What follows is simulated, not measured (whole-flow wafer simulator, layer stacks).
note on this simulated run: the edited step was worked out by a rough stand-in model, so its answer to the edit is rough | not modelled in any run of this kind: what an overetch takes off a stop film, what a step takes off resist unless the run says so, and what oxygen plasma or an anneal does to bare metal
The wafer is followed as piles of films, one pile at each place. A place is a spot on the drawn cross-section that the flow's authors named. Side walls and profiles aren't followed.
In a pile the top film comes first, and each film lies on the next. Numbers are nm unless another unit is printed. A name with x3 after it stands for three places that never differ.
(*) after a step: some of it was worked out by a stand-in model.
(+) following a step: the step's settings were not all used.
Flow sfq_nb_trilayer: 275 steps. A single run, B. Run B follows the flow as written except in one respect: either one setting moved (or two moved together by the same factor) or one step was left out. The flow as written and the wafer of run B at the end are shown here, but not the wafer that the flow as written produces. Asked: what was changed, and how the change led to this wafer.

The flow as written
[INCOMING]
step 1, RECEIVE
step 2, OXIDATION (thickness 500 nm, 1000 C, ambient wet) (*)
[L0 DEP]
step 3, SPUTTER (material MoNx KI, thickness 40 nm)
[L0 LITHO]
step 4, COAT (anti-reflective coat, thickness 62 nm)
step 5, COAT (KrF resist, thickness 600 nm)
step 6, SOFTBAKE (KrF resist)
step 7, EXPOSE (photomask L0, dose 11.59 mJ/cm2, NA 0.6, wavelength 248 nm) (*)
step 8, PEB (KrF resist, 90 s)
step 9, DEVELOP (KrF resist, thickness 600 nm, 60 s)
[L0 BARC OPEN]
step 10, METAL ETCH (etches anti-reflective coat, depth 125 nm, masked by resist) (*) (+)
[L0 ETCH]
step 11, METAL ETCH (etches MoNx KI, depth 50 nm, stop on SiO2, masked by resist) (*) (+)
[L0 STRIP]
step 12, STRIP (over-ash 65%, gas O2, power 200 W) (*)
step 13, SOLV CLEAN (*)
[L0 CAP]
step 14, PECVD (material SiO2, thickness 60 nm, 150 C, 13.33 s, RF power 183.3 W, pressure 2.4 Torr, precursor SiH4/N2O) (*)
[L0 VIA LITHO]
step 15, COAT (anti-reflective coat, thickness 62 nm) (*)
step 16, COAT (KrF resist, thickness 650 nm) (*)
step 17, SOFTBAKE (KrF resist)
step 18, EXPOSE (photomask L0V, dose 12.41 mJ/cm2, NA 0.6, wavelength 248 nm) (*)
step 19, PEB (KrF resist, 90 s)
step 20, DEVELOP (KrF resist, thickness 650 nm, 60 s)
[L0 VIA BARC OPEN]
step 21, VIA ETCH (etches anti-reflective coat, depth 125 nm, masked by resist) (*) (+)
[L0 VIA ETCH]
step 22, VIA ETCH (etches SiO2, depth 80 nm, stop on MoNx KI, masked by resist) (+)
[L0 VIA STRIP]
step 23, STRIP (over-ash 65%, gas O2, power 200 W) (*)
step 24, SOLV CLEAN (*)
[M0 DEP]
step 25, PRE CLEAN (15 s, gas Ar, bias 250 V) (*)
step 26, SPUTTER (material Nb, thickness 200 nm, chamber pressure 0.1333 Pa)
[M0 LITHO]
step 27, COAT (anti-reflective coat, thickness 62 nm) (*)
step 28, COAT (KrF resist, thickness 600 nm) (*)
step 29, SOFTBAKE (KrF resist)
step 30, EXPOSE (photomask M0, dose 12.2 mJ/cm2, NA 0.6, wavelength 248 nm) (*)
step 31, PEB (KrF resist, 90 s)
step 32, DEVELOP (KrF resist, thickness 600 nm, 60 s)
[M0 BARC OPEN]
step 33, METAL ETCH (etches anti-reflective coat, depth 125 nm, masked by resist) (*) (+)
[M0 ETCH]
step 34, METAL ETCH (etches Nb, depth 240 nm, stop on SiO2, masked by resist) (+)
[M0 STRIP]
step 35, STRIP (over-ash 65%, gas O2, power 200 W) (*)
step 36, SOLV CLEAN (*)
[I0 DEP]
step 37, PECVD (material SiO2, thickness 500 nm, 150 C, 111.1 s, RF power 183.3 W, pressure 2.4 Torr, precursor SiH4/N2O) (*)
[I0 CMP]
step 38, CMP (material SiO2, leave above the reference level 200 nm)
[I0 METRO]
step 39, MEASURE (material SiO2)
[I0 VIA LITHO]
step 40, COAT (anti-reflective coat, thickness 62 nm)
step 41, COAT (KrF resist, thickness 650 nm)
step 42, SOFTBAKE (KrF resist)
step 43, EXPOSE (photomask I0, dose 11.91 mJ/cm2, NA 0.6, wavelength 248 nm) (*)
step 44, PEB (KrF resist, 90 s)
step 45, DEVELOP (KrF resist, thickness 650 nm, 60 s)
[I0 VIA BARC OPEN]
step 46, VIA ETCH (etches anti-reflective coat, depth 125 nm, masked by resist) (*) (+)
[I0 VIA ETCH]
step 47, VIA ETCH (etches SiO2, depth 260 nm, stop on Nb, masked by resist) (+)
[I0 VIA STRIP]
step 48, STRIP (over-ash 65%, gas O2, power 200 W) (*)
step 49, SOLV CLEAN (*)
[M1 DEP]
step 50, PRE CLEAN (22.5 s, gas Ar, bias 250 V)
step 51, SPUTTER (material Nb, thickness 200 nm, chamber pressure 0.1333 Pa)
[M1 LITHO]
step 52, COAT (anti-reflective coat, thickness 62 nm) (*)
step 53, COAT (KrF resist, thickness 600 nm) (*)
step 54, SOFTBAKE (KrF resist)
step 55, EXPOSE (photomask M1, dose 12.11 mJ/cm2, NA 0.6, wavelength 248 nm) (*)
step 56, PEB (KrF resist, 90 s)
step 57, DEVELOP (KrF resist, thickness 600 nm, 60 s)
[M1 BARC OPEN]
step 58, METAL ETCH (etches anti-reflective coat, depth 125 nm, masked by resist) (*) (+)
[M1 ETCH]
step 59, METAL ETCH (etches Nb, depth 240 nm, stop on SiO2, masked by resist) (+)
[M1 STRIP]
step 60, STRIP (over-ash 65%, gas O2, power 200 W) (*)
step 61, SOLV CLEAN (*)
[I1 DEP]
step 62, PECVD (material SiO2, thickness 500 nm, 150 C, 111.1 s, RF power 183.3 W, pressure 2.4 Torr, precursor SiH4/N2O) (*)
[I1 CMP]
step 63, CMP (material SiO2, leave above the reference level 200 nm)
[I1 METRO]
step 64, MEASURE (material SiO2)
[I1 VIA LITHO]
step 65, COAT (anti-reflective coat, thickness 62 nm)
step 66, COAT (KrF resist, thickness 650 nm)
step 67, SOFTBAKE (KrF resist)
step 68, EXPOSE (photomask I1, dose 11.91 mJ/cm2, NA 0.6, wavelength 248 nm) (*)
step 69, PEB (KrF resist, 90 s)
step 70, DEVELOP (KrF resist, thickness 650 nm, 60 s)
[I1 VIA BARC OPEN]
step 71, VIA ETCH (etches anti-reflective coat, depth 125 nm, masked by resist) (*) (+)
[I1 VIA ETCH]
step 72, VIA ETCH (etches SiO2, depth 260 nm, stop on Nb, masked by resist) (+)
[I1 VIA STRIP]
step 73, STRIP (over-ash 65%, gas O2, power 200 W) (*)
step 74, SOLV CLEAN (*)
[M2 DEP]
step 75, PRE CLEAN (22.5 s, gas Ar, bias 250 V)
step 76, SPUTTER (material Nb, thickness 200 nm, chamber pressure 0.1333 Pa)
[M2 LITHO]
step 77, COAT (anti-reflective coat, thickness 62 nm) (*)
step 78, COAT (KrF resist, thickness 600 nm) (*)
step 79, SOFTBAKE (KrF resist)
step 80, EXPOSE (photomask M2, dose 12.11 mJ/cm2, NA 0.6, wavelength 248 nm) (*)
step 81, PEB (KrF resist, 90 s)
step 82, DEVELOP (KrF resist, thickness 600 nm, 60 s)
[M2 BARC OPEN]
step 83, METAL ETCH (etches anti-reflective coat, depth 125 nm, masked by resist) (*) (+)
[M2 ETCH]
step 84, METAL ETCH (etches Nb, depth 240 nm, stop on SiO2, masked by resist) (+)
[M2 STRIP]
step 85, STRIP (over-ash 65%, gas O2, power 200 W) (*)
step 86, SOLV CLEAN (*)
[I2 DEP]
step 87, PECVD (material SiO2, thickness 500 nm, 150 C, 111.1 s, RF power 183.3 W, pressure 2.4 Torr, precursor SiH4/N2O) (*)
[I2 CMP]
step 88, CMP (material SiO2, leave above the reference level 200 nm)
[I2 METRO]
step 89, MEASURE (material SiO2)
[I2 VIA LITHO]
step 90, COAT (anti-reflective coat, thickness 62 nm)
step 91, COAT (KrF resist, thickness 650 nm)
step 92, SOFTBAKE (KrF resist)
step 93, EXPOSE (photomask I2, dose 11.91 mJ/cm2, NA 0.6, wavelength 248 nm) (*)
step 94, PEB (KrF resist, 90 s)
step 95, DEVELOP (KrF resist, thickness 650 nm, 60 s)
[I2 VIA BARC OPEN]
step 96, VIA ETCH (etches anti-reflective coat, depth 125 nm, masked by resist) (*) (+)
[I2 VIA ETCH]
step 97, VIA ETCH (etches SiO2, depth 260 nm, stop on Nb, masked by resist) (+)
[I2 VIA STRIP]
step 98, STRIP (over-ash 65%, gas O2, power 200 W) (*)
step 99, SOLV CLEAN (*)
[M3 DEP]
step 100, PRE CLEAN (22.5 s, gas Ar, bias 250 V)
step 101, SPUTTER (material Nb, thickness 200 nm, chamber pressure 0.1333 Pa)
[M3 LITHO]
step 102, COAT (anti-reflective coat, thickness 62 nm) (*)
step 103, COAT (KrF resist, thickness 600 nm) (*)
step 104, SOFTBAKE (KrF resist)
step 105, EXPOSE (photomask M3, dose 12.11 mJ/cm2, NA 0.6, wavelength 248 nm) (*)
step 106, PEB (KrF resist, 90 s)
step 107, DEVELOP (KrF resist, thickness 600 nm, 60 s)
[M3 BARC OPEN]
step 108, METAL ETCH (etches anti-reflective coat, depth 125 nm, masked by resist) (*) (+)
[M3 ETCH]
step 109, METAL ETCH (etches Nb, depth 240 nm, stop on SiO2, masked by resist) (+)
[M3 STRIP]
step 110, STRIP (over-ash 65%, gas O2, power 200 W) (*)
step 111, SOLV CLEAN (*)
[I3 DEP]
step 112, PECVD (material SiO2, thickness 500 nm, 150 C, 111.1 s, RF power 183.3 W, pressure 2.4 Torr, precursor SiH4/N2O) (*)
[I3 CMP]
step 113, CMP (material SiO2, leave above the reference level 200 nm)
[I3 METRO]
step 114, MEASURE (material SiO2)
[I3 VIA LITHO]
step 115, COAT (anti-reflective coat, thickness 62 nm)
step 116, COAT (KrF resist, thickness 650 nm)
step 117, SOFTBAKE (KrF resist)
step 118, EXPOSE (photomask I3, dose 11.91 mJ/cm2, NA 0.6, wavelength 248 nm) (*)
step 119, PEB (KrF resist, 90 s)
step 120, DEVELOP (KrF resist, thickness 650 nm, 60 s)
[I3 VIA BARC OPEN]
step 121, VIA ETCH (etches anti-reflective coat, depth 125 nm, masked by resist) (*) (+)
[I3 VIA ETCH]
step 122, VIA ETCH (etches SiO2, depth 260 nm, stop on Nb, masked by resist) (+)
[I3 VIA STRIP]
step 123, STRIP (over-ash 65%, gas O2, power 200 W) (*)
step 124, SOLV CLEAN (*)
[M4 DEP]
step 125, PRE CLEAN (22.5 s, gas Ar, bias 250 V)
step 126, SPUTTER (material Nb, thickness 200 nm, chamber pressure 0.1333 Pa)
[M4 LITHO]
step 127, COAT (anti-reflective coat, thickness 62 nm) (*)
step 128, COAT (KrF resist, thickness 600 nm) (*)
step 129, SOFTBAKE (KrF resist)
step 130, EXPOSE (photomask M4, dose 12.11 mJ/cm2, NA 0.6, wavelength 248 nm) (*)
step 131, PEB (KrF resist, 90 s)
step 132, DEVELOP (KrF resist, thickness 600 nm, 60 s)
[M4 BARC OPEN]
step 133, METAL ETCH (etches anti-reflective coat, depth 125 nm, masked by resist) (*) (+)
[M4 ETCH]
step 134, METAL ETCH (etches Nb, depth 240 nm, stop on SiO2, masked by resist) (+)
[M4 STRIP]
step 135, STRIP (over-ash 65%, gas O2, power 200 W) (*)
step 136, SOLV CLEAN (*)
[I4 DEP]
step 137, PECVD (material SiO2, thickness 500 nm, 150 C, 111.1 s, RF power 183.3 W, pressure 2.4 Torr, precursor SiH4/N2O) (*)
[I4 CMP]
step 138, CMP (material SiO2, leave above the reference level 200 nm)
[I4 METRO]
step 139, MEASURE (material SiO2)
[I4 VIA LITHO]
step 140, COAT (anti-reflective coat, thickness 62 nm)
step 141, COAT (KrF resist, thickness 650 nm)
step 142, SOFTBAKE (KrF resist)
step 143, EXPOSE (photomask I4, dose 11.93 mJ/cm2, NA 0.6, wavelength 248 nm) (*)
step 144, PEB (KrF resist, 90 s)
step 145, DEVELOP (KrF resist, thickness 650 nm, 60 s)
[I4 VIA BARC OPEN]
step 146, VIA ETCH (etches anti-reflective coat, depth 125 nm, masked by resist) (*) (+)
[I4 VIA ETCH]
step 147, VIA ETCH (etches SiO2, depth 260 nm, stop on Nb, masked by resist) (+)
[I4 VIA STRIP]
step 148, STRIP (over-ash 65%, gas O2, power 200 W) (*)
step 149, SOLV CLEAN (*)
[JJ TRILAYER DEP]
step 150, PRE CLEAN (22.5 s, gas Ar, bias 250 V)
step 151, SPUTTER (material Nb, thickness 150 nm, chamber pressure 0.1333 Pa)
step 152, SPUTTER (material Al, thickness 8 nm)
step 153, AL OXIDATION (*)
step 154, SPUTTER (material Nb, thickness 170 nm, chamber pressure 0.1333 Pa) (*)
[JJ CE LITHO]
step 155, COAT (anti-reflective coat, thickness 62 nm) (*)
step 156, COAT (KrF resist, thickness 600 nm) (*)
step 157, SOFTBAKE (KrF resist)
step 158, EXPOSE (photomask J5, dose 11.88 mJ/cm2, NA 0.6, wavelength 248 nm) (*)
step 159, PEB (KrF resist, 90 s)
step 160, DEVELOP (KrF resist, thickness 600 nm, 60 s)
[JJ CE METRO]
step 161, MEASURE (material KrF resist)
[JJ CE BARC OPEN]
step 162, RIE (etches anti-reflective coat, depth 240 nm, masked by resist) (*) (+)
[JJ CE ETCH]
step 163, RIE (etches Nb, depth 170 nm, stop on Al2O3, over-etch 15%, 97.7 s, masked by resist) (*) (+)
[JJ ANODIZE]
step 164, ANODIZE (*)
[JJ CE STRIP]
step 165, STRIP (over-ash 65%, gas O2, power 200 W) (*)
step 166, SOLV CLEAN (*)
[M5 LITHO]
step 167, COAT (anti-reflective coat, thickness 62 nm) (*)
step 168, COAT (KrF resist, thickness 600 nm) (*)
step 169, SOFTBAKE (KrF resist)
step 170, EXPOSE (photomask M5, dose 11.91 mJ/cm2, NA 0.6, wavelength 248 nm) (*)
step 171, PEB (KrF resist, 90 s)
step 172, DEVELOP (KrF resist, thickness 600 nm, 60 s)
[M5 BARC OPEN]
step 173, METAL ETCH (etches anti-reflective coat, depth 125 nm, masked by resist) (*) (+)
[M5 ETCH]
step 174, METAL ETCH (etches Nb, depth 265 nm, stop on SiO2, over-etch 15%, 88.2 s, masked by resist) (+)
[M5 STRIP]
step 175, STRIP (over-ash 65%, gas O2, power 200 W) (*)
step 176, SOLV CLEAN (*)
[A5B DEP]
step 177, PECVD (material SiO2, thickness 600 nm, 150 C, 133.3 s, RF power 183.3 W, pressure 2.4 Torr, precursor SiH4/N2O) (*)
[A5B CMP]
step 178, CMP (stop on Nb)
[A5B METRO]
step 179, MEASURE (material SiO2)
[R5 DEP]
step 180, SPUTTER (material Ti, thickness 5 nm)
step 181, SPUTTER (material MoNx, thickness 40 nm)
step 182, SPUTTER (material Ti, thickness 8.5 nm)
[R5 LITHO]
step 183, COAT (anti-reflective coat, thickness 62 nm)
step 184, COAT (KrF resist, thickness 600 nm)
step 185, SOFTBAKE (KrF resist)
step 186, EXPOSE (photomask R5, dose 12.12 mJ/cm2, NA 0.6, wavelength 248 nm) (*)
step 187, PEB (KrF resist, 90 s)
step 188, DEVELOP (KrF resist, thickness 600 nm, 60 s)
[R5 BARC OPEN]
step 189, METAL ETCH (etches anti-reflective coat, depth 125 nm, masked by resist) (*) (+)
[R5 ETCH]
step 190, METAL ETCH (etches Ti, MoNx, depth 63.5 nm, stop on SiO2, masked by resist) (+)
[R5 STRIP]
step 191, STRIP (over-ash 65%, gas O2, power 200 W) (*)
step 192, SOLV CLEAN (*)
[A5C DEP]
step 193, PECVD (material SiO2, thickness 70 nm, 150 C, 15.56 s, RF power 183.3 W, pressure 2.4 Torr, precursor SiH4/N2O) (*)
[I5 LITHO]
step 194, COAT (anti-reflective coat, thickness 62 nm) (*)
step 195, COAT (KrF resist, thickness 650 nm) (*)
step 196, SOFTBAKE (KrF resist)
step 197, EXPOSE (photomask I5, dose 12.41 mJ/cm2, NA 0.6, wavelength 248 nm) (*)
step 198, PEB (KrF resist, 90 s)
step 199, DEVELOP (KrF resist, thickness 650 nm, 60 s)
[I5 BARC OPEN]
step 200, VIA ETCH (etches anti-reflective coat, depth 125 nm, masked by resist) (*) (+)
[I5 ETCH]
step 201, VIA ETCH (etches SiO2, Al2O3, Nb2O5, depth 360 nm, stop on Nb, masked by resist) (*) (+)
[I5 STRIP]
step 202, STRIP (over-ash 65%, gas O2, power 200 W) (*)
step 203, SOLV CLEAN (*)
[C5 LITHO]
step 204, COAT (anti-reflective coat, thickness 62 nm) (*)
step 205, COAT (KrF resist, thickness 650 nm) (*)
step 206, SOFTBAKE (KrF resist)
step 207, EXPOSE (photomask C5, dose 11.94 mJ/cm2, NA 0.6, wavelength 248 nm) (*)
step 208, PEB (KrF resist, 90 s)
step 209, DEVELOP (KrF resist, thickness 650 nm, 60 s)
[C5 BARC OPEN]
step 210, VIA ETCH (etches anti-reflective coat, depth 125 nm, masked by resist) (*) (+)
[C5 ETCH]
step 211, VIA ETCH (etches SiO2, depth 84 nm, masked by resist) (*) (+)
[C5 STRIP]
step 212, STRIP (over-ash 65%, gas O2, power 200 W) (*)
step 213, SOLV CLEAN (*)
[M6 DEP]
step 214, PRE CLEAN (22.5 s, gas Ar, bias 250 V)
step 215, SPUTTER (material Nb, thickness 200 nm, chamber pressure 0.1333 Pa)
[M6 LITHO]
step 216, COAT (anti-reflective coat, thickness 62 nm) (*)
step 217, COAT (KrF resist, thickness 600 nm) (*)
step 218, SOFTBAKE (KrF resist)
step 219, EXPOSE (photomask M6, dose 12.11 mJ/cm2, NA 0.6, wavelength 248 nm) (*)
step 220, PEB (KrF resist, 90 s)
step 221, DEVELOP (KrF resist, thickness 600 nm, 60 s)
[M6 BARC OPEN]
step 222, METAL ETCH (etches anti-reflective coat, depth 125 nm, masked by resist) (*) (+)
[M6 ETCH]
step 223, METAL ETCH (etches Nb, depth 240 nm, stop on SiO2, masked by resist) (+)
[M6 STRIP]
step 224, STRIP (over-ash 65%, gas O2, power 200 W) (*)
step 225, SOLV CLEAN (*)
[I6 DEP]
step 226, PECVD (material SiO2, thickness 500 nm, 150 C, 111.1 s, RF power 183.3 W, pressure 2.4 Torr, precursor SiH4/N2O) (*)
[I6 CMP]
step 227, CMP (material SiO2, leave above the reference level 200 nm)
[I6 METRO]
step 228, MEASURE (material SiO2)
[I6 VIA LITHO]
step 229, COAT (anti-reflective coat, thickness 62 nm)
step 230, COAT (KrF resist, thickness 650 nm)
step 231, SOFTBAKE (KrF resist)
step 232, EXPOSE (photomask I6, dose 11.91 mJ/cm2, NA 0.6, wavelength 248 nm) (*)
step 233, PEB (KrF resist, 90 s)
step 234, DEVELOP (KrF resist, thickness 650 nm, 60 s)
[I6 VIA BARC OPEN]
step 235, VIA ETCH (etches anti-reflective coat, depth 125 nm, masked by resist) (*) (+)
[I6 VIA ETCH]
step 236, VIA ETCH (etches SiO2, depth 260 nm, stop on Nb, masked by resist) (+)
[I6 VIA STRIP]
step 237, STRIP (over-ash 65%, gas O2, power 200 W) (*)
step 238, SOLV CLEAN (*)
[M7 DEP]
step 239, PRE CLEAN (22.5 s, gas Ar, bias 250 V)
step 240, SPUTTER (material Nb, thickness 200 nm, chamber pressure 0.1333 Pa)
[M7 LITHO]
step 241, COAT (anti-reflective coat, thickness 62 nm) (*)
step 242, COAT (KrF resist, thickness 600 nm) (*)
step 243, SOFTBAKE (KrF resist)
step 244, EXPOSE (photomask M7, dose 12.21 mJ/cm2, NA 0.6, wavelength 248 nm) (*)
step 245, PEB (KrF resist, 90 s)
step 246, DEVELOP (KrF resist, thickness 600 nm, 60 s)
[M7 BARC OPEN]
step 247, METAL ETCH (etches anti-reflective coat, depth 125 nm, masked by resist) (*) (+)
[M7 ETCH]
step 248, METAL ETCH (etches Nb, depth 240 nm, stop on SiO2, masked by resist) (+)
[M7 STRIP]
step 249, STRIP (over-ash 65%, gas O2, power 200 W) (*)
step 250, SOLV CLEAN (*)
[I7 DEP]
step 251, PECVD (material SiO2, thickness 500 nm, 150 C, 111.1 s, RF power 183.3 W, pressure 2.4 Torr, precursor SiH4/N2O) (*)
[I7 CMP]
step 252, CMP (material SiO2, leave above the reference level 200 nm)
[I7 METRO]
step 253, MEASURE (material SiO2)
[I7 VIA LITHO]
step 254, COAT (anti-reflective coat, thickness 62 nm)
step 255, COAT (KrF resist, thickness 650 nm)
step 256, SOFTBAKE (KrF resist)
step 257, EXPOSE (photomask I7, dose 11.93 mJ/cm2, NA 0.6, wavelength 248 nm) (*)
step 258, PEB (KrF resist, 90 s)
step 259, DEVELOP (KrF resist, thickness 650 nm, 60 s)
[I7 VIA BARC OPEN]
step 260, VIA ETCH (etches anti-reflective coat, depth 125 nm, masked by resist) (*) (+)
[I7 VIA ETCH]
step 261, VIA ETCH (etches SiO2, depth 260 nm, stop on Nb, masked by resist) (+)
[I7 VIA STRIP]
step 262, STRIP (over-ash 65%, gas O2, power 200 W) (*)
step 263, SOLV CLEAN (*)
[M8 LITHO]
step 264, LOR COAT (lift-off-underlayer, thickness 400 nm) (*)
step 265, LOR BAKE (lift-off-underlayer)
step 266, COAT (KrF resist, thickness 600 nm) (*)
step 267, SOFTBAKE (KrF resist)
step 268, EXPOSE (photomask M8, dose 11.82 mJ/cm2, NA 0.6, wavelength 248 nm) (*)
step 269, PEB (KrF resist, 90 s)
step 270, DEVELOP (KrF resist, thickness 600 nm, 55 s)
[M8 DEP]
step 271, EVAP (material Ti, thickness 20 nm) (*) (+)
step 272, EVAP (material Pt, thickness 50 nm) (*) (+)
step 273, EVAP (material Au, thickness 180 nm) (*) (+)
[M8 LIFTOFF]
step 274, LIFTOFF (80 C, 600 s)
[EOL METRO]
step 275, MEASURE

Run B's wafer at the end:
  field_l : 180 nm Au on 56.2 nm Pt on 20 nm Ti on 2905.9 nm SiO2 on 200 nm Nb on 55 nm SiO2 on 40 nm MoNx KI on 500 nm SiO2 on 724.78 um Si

The reason: step 272, EVAP: thickness 56.2 nm was run, though the flow has thickness 50 nm.
One can read it off the wafer: field_l has Pt 56.2, and step 272 as written asks for 50 nm.

How this came from the change, step by step:
  step 272, EVAP (material Pt, thickness 50 nm) (*) (+)
      field_l, v_sur, via_wl and 103 more: +56.2 Pt (new film) (as written it would have been: +50 Pt (new film))
  step 274, LIFTOFF (80 C, 600 s)
      p4_fl, p4_fm, p4_w1 and 71 more: -180 Au (all of it), -56.2 Pt (all of it), -20 Ti (all of it), -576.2 KrF resist (all of it), -400 lift-off-underlayer (all of it) (as written it would have been: -180 Au (all of it), -50 Pt (all of it), -20 Ti (all of it), -576.2 KrF resist (all of it), -400 lift-off-underlayer (all of it))
      c5j, ce_r: -180 Au (all of it), -56.2 Pt (all of it), -20 Ti (all of it), -573.3 KrF resist (all of it), -399.3 lift-off-underlayer (all of it) (as written it would have been: -180 Au (all of it), -50 Pt (all of it), -20 Ti (all of it), -573.3 KrF resist (all of it), -399.3 lift-off-underlayer (all of it))
      (as well as at 19 more places)
